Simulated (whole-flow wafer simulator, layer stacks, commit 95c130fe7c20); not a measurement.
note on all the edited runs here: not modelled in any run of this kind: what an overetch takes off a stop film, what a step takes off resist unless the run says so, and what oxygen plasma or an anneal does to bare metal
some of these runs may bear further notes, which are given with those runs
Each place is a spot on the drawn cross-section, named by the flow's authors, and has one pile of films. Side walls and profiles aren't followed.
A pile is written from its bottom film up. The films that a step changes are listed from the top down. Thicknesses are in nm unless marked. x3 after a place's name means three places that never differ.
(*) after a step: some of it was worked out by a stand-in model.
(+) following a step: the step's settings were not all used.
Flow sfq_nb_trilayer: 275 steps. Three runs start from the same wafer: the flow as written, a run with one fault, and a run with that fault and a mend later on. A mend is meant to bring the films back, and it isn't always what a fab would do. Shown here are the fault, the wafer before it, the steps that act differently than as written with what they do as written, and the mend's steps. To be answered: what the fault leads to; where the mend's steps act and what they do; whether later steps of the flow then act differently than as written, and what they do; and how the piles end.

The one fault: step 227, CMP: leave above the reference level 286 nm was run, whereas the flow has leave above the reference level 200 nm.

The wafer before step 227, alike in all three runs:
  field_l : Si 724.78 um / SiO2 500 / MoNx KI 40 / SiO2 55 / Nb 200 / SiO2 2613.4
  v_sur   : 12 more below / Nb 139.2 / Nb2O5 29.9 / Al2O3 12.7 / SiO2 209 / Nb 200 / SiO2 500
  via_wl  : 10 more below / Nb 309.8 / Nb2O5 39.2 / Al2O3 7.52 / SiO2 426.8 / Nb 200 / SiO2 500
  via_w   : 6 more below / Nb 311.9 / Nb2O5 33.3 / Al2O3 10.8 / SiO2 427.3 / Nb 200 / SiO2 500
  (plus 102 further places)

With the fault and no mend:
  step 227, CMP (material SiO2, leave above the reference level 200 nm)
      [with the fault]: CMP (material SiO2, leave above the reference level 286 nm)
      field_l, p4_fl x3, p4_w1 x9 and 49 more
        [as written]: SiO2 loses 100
        [with the fault]: SiO2 loses 14
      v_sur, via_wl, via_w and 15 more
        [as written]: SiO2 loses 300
        [with the fault]: SiO2 loses 214
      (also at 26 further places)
  Steps further on in the flow that do not act as written (4 more steps, not shown, differ only slightly: by at most 2% or 0.5 nm, whichever is larger):
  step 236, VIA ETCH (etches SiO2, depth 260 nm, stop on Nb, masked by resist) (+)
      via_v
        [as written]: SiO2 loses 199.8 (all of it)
        [with the fault]: SiO2 loses 260
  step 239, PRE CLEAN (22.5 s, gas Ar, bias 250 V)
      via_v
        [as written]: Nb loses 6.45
        [with the fault]: SiO2 loses 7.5
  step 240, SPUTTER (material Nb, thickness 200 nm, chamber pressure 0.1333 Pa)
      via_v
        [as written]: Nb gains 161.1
        [with the fault]: Nb gains 146.9 (new film)
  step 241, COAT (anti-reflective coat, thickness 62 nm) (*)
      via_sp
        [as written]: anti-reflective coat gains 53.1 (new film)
        [with the fault]: anti-reflective coat gains 50 (new film)
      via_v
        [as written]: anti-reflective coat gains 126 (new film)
        [with the fault]: anti-reflective coat gains 129.5 (new film)
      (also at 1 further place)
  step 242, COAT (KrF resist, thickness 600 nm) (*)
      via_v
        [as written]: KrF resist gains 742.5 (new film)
        [with the fault]: KrF resist gains 801.5 (new film)
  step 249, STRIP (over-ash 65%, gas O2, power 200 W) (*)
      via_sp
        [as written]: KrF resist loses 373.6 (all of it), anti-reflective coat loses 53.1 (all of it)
        [with the fault]: KrF resist loses 369.5 (all of it), anti-reflective coat loses 50 (all of it)
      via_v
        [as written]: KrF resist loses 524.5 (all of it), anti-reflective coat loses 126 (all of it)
        [with the fault]: KrF resist loses 583.4 (all of it), anti-reflective coat loses 129.5 (all of it)
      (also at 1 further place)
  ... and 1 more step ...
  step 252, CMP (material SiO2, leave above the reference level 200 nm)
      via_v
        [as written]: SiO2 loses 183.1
        [with the fault]: SiO2 loses 157.1
  By the end, the piles at field_l, v_sur, via_wl and 103 more depart from the flow's by more than 2% or 0.5 nm, whichever is larger.
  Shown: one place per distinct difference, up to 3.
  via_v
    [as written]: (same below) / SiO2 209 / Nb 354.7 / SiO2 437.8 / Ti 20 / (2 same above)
    [with the fault]: (same below) / SiO2 209 / Nb 200 / SiO2 18.3 / Nb 146.9 / SiO2 513.3 / Ti 20 / (2 same above)
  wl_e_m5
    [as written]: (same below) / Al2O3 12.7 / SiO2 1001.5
    [with the fault]: (same below) / Al2O3 12.7 / SiO2 1087.5
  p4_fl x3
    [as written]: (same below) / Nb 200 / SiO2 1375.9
    [with the fault]: (same below) / Nb 200 / SiO2 1461.9

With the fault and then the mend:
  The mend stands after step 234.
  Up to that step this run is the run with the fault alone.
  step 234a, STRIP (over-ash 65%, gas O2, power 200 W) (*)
      field_l, v_sur, via_wl and 102 more
        KrF resist loses 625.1 (all of it), anti-reflective coat loses 62 (all of it)
      via_v
        anti-reflective coat loses 62 (all of it)
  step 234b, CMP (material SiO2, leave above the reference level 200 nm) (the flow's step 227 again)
      field_l, v_sur, via_wl and 103 more
        SiO2 loses 86
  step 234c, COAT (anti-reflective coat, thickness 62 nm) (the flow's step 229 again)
      field_l, v_sur, via_wl and 103 more
        anti-reflective coat gains 62 (new film)
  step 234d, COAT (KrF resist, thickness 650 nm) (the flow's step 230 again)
      field_l, v_sur, via_wl and 103 more
        KrF resist gains 650 (new film)
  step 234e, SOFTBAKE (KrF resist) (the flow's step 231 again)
      does not change any film at any place that is followed
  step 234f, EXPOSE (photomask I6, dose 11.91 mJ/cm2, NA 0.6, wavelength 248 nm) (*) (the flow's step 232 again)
      does not change any film at any place that is followed
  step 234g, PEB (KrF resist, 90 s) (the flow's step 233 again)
      field_l, v_sur, via_wl and 103 more
        KrF resist loses 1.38
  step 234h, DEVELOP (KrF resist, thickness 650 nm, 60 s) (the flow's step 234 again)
      field_l, v_sur, via_wl and 102 more
        KrF resist loses 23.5
      via_v
        KrF resist loses 648.6 (all of it)
  Every later step of the flow that is run acts as written at every place that is followed.
  At every place that both follow, the piles at the end match the flow's.
